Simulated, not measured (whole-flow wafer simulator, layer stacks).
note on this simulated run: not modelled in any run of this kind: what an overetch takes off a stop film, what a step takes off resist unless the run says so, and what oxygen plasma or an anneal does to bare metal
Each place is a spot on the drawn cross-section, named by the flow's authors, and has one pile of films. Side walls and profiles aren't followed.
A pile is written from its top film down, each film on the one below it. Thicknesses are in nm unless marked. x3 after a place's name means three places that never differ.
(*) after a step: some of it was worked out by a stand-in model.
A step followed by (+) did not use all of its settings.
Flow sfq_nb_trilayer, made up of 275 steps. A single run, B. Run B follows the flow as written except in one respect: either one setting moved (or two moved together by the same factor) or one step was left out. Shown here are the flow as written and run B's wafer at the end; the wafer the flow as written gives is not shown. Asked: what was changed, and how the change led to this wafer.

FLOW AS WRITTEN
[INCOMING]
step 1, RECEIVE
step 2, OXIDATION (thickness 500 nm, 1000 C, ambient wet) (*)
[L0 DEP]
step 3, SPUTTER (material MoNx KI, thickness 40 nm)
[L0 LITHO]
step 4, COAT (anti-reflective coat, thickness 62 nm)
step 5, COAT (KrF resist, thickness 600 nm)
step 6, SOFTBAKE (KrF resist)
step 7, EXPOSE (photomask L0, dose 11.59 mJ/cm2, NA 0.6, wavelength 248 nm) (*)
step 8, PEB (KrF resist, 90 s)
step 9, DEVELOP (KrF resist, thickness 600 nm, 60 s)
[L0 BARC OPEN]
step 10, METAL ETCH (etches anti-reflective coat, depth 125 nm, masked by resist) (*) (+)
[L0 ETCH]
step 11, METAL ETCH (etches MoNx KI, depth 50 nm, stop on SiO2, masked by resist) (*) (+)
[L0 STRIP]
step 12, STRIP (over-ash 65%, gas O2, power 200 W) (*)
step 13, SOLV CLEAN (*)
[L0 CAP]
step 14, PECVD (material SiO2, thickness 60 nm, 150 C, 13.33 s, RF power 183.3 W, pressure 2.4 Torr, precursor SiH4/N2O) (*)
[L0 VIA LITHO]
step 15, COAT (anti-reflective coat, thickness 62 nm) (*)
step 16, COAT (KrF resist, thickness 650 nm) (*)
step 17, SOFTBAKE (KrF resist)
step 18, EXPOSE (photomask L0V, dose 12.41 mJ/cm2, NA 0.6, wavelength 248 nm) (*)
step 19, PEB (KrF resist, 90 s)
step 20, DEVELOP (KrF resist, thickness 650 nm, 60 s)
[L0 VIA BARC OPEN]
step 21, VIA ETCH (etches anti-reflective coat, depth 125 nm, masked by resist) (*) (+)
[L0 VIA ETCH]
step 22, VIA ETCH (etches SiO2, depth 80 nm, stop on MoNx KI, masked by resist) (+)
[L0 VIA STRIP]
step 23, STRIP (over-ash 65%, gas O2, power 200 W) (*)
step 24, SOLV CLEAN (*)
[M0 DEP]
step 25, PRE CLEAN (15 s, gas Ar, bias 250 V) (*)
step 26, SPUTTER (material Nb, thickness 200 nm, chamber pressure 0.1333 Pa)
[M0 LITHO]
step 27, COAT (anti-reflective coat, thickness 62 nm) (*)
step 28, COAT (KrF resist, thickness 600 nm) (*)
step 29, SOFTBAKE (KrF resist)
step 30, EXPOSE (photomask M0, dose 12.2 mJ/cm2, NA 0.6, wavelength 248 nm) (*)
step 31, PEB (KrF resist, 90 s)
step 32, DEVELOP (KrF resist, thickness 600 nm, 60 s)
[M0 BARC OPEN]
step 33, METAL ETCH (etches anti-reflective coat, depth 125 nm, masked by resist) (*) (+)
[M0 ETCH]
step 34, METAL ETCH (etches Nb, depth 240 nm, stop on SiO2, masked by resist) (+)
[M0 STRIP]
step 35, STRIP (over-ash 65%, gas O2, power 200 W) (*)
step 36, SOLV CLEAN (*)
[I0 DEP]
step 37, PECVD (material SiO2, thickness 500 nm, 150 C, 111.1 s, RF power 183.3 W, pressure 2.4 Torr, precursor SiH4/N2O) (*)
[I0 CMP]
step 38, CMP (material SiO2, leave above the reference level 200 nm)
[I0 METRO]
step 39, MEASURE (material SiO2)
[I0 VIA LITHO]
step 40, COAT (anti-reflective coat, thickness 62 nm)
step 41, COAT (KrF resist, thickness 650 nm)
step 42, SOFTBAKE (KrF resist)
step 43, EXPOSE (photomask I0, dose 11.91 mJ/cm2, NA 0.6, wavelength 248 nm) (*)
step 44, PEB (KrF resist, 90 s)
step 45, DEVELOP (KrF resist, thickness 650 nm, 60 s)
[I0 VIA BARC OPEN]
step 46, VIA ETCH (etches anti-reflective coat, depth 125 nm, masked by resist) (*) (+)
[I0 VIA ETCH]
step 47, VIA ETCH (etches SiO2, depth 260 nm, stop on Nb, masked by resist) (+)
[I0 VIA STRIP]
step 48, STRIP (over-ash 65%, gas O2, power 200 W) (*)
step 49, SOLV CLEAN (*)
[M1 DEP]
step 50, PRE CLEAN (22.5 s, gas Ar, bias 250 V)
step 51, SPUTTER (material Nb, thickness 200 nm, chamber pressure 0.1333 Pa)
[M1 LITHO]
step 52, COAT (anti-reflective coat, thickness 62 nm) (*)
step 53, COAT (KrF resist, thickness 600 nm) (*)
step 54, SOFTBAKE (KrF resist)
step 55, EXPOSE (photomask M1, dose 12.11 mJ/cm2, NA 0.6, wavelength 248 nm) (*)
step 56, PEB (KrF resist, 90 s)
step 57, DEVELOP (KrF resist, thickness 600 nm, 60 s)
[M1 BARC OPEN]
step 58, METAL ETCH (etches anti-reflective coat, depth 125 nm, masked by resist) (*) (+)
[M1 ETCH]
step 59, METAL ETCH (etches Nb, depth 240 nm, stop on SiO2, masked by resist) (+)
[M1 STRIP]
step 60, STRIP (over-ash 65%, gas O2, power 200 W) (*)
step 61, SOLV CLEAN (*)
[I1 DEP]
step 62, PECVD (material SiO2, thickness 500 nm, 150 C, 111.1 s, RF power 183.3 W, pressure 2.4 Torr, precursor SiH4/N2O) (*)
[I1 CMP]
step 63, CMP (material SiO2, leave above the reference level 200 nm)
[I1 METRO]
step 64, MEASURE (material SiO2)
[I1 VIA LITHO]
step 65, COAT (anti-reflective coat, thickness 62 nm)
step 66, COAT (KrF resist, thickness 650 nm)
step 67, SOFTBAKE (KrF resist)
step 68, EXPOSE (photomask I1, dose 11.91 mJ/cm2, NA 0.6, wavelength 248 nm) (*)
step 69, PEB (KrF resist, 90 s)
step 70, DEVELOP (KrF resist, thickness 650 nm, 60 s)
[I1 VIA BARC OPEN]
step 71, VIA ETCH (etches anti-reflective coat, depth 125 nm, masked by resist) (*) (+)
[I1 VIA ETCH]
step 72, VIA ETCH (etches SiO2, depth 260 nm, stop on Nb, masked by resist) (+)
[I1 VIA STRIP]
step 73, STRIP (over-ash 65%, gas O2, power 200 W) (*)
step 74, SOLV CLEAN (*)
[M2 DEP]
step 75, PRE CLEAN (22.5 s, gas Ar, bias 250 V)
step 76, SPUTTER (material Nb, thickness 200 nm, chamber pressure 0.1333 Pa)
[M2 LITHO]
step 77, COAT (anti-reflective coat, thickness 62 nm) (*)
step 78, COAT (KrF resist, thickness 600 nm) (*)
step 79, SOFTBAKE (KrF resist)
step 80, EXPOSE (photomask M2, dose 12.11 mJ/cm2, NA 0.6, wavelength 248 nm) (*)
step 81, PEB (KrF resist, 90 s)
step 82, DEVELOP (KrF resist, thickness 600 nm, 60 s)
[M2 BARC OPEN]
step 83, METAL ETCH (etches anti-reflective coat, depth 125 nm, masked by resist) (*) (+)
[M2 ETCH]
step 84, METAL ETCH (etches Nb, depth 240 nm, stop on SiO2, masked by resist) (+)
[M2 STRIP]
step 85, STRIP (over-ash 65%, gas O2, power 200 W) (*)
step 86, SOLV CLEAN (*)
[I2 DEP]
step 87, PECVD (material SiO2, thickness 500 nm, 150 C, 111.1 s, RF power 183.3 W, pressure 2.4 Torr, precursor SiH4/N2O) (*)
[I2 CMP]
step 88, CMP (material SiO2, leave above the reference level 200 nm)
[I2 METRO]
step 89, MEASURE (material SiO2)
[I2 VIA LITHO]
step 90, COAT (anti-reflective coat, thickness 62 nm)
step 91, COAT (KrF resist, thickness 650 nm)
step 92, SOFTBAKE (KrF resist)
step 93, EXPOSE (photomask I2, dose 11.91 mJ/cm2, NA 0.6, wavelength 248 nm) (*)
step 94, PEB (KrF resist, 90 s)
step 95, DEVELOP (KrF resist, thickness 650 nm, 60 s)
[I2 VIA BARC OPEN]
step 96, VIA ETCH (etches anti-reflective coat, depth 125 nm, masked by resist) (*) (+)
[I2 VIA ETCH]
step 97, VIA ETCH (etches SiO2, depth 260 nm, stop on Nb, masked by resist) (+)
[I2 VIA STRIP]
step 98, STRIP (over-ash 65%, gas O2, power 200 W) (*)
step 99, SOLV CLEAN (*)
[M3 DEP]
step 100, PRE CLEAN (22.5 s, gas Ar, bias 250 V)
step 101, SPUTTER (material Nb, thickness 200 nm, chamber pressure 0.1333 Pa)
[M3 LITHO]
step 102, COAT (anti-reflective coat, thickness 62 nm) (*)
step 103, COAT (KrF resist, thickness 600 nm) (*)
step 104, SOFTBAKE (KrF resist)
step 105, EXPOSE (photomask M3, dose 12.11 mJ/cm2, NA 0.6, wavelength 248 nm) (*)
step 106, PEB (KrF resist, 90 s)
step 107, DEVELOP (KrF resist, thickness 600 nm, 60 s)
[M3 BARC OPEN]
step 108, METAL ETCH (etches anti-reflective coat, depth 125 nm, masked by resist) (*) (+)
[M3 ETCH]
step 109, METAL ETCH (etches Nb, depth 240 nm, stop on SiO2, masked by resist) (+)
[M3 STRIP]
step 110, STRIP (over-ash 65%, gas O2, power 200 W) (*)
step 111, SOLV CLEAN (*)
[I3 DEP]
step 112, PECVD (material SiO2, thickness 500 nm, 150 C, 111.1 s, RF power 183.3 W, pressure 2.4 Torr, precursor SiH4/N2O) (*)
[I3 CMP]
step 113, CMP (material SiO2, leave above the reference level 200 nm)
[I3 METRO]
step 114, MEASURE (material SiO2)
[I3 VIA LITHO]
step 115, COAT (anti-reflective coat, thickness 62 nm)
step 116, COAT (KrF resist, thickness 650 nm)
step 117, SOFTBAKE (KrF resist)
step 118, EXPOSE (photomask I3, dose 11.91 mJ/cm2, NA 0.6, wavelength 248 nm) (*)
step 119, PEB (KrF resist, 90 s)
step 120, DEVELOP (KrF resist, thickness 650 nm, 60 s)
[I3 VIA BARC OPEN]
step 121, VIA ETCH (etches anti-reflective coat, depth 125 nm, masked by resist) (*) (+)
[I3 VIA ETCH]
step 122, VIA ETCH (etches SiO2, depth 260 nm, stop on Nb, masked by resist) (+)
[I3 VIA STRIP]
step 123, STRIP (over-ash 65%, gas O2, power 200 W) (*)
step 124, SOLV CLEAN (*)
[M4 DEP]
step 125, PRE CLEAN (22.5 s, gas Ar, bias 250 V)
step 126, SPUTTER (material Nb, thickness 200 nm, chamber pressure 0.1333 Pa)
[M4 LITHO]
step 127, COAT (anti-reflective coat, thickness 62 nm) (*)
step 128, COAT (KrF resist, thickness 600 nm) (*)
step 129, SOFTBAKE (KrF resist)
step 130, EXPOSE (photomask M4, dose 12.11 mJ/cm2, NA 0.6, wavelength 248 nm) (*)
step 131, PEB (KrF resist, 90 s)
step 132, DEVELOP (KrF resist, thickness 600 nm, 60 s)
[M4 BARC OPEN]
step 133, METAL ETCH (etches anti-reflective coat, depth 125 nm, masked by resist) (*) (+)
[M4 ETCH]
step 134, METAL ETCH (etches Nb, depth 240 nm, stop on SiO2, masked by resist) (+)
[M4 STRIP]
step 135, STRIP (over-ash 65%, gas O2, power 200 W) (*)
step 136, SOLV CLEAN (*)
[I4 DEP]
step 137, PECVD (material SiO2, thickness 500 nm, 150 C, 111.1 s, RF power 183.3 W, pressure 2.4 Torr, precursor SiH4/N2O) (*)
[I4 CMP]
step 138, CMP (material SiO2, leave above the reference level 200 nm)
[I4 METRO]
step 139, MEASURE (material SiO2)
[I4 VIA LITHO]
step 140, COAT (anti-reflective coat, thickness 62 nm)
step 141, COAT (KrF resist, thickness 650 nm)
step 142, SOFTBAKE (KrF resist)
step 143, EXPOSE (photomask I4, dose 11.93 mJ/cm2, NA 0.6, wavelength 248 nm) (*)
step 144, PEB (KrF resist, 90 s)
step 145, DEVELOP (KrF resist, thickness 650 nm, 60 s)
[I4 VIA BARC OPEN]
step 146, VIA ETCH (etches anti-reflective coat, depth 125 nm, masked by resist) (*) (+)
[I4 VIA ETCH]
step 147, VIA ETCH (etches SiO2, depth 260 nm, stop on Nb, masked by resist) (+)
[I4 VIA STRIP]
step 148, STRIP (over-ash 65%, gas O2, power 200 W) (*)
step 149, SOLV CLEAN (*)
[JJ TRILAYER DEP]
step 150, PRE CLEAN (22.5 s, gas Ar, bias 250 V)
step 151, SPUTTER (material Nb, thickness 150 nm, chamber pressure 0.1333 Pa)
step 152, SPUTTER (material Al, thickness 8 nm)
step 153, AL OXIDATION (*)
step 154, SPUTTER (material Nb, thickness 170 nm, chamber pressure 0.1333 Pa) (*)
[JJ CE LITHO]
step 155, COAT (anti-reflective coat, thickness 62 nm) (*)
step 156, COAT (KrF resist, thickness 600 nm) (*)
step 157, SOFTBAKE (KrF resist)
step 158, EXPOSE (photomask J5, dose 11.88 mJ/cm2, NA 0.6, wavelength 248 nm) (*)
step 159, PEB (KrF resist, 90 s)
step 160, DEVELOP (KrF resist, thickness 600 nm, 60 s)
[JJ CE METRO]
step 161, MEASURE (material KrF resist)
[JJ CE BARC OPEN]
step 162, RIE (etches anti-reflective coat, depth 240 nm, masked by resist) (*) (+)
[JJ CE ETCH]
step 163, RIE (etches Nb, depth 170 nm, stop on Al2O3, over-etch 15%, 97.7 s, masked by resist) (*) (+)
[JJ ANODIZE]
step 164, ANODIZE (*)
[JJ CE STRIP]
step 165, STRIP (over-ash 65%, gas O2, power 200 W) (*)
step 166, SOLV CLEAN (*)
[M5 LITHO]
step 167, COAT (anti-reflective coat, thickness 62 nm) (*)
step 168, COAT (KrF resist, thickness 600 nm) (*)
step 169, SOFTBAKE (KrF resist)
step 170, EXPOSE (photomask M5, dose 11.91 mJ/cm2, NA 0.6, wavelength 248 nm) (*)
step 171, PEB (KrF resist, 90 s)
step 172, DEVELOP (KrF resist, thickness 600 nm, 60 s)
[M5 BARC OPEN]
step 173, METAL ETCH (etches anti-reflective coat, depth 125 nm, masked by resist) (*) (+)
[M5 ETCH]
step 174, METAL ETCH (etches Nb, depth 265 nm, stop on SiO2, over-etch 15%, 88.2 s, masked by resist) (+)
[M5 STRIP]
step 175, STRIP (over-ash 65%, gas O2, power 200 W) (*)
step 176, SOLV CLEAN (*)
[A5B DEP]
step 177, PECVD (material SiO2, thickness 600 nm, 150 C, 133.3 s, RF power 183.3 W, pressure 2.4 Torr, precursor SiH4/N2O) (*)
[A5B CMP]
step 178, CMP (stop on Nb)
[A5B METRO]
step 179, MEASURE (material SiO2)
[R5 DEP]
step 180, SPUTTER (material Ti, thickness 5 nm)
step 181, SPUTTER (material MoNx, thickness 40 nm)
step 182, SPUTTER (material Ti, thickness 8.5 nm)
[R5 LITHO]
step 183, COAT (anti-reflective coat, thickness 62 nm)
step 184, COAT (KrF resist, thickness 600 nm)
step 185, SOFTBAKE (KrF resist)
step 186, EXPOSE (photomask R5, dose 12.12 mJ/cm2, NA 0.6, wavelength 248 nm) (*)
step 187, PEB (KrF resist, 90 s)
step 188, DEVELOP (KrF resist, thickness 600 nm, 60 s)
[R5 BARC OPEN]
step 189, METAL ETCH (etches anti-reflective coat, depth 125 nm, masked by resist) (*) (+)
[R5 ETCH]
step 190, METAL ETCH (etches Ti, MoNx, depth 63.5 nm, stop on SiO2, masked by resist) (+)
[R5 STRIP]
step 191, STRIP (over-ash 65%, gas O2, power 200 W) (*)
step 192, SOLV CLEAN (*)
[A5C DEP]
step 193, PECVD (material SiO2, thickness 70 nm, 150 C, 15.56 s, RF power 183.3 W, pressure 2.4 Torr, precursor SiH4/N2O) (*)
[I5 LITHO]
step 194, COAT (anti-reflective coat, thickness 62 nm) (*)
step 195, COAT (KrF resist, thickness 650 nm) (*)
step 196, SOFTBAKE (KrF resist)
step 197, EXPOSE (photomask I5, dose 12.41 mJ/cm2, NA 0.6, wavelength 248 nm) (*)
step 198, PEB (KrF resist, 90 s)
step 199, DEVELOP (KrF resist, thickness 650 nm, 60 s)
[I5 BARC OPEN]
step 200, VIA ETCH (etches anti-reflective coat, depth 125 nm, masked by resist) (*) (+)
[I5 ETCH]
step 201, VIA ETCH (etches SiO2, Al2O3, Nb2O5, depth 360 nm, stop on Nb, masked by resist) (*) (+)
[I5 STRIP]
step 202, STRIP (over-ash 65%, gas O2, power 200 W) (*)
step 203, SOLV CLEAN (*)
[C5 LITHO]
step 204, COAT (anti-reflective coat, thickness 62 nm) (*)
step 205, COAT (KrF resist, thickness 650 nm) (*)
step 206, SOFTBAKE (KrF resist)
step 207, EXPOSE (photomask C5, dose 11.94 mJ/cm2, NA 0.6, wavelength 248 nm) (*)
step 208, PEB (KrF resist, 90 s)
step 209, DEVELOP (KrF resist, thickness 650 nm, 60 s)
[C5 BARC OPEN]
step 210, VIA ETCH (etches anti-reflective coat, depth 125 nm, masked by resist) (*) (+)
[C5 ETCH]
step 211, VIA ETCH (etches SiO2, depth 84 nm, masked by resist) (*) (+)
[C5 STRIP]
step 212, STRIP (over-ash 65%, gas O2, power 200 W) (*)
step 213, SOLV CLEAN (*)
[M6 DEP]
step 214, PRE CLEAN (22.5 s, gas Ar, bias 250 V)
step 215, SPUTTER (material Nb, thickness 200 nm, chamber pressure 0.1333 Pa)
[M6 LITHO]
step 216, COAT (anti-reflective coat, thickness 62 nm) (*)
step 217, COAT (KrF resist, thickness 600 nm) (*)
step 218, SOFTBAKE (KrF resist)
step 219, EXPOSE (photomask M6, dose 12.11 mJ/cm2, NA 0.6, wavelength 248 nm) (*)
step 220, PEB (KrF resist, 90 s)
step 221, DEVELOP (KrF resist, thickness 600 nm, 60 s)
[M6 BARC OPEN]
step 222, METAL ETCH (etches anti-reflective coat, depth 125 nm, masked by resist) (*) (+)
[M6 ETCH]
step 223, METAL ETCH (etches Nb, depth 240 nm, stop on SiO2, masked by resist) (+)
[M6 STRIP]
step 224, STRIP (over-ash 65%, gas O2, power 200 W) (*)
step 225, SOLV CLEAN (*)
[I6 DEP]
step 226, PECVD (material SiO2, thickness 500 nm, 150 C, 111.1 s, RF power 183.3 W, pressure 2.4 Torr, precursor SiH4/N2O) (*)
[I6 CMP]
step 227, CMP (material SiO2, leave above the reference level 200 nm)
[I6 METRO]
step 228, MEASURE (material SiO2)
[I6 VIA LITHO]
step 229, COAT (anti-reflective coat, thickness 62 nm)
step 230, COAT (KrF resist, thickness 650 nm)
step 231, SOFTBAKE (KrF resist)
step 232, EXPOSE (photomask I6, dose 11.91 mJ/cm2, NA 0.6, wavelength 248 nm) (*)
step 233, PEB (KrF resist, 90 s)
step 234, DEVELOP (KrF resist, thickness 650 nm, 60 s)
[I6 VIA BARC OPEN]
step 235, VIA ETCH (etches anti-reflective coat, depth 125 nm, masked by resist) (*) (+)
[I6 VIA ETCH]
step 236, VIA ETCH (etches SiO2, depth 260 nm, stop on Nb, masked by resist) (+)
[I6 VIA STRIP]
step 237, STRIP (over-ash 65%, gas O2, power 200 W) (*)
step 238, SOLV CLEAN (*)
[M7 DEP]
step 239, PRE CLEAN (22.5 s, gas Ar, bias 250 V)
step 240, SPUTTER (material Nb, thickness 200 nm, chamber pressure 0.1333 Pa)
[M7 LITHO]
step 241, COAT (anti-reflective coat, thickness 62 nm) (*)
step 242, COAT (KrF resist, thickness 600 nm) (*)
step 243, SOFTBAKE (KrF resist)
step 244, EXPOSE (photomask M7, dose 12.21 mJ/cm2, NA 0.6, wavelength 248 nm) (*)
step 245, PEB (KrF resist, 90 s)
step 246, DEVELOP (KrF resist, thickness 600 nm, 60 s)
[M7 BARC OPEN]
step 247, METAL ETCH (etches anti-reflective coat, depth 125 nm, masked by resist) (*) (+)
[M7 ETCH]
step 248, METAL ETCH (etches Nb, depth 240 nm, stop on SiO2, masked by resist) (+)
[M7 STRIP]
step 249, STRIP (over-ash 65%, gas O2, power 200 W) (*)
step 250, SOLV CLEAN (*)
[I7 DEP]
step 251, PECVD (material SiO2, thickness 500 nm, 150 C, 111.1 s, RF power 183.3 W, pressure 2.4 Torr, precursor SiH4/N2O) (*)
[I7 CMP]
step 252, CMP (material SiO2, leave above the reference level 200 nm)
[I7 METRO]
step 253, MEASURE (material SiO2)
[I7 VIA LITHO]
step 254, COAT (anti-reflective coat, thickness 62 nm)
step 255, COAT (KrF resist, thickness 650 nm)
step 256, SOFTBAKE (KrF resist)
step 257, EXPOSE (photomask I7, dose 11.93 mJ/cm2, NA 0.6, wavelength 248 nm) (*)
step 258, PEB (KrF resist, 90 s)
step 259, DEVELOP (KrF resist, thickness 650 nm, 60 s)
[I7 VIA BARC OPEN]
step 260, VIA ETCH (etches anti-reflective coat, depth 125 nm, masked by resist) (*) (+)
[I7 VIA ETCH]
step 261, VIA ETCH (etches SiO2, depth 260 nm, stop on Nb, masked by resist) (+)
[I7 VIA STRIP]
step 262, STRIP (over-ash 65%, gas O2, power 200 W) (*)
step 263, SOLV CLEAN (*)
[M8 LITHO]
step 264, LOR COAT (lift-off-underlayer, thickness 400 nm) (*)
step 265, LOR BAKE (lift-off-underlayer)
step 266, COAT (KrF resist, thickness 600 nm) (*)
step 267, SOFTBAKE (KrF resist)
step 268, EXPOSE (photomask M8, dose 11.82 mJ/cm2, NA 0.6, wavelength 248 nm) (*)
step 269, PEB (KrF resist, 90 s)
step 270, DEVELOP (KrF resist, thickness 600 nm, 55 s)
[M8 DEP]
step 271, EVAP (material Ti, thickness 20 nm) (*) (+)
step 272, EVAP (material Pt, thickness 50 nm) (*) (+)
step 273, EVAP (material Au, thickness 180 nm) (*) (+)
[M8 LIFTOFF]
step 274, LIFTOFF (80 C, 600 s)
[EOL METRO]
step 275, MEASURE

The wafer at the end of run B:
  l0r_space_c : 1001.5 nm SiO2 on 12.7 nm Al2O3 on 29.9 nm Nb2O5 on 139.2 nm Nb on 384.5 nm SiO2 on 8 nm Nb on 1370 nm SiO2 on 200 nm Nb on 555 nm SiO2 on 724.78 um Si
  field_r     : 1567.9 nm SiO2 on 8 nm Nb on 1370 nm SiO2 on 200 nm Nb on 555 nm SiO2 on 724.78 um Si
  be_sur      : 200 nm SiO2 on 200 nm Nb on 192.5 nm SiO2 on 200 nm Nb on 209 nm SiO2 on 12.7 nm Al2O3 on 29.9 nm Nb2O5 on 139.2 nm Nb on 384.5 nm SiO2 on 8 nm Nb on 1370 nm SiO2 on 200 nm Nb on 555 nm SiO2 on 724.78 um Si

The reason: step 134, METAL ETCH: depth 192 nm was run, while the flow as written has depth 240 nm.

How this came from the change, step by step:
  step 134, METAL ETCH (etches Nb, depth 240 nm, stop on SiO2, masked by resist) (+)
      field_l, be, be_sur and 64 more: -192 Nb (it would be, as written: -200 Nb (all of it))
      v_sur, via_wl, via_w and 36 more: -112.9 KrF resist (it would be, as written: -141.2 KrF resist)
  step 135, STRIP (over-ash 65%, gas O2, power 200 W) (*)
      p4_fl x3, p4_w1 x9, p4_g1 x2 and 15 more: -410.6 KrF resist (all of it), -62 anti-reflective coat (all of it) (it would be, as written: -382.4 KrF resist (all of it), -62 anti-reflective coat (all of it))
      lsp_m, ln_m6: -410.2 KrF resist (all of it), -61.8 anti-reflective coat (all of it) (it would be, as written: -381.9 KrF resist (all of it), -61.8 anti-reflective coat (all of it))
      (also at 8 further places)
  step 137, PECVD (material SiO2, thickness 500 nm, 150 C, 111.1 s, RF power 183.3 W, pressure 2.4 Torr, precursor SiH4/N2O) (*)
      field_l, be, be_sur and 55 more: +500 SiO2 (new film) (it would be, as written: +500 SiO2)
      p3_s0 x6: +549.1 SiO2 (new film) (it would be, as written: +557.1 SiO2)
      (also at 3 further places)
  step 138, CMP (material SiO2, leave above the reference level 200 nm)
      field_l, be, be_sur and 55 more: -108 SiO2 (it would be, as written: -100 SiO2)
      lsp_r, l0_sur, l0v: -100.2 SiO2 (it would be, as written: -91.9 SiO2)
If metal films that touch count as one body, l0r_space_c has 3 bodies (between them, from the top down: SiO2 384.5; SiO2 1370); the flow as written gives 2 bodies (between them, from the top down: SiO2 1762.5).
If metal films that touch count as one body, field_r has 2 bodies (between them, from the top down: SiO2 1370); the flow as written gives 1 body.
If metal films that touch count as one body, be_sur has 5 bodies (between them, from the top down: SiO2 192.5; SiO2 209 / Al2O3 12.7 / Nb2O5 29.9; SiO2 384.5; SiO2 1370); the flow as written gives 4 bodies (between them, from the top down: SiO2 192.5; SiO2 209 / Al2O3 12.7 / Nb2O5 29.9; SiO2 1762.5).
